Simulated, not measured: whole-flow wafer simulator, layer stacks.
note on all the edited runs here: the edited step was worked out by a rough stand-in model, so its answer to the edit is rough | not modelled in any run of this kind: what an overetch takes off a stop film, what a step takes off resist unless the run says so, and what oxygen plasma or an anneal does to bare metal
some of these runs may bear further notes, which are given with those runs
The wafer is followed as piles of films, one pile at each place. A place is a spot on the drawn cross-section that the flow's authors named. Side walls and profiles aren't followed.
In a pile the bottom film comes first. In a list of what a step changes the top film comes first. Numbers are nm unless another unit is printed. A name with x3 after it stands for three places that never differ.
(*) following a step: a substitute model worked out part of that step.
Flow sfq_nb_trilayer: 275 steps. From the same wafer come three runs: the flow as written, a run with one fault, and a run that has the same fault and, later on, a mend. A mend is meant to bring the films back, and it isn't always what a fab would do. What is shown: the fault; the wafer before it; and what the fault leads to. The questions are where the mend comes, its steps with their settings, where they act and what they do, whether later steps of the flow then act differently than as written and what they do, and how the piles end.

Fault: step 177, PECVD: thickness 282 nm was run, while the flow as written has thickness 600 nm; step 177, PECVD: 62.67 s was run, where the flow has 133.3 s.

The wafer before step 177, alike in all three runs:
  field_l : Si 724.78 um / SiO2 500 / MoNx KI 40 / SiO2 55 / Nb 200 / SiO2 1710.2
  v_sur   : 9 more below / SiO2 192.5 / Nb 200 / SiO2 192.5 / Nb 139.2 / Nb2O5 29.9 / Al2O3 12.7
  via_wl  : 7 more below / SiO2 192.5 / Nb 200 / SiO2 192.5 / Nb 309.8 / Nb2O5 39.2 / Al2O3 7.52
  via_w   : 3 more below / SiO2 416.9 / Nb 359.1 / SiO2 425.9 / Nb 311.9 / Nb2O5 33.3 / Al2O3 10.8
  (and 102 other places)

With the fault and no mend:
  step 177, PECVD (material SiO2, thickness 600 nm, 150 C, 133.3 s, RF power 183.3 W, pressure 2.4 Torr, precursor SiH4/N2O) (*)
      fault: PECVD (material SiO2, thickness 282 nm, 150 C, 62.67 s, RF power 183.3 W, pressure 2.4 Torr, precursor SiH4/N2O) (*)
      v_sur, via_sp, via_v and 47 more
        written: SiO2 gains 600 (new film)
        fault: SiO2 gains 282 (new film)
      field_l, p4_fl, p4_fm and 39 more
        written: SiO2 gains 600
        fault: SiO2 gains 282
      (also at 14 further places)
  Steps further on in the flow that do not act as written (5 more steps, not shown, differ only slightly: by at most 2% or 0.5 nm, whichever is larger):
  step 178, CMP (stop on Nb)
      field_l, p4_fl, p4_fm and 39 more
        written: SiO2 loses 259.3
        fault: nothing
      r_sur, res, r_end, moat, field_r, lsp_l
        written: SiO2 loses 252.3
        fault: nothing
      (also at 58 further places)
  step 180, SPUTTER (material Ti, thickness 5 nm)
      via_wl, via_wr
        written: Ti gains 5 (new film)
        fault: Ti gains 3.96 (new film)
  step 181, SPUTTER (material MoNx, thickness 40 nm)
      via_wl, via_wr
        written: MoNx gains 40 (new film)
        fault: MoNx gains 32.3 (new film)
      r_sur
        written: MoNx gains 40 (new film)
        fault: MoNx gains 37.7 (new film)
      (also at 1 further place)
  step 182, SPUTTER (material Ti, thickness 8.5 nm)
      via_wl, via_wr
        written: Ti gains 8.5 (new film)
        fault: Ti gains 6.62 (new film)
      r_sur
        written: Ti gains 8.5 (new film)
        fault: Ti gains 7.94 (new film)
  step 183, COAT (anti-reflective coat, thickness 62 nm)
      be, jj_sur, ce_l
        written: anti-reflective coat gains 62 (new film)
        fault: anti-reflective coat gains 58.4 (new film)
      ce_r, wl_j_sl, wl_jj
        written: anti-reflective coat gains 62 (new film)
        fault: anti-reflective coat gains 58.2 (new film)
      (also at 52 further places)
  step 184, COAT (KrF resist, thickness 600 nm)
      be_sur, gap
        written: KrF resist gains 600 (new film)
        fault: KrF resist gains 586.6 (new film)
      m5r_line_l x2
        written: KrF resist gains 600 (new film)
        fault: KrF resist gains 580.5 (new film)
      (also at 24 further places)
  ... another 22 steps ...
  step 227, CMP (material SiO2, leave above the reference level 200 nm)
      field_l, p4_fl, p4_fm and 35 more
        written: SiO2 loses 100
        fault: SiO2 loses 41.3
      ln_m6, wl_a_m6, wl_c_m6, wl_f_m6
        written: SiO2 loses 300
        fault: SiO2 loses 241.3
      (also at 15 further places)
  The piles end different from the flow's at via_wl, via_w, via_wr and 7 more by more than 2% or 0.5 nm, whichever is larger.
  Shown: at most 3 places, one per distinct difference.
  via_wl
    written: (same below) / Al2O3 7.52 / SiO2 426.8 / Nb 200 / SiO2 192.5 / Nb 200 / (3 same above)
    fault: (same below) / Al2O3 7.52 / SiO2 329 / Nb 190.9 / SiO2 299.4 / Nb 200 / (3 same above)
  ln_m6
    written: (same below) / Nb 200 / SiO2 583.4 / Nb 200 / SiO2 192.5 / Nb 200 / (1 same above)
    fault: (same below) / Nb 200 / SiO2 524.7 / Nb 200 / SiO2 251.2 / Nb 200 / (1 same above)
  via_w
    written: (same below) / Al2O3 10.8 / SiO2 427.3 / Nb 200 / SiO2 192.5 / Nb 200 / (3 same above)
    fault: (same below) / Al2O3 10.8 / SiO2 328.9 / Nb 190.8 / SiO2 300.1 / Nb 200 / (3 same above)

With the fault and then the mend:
  The mend stands after step 177.
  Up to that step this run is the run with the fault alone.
  step 177a, PECVD (material SiO2, thickness 318 nm, 150 C, 70.67 s, RF power 183.3 W, pressure 2.4 Torr, precursor SiH4/N2O) (*) (the flow's step 177, run once more with other settings)
      field_l, v_sur, via_sp and 94 more
        SiO2 gains 318
      r_sur, res, r_end, moat, field_r, lsp_l
        SiO2 gains 314.4
      via_wl, via_wr
        SiO2 gains 303.1
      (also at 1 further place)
  Steps further on in the flow that do not act as written:
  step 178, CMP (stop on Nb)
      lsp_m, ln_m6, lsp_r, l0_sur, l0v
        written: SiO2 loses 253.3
        mend: SiO2 loses 259.3
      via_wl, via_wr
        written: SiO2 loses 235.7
        mend: SiO2 loses 206.4
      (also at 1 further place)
  At every place that both follow, the piles at the end match the flow's.
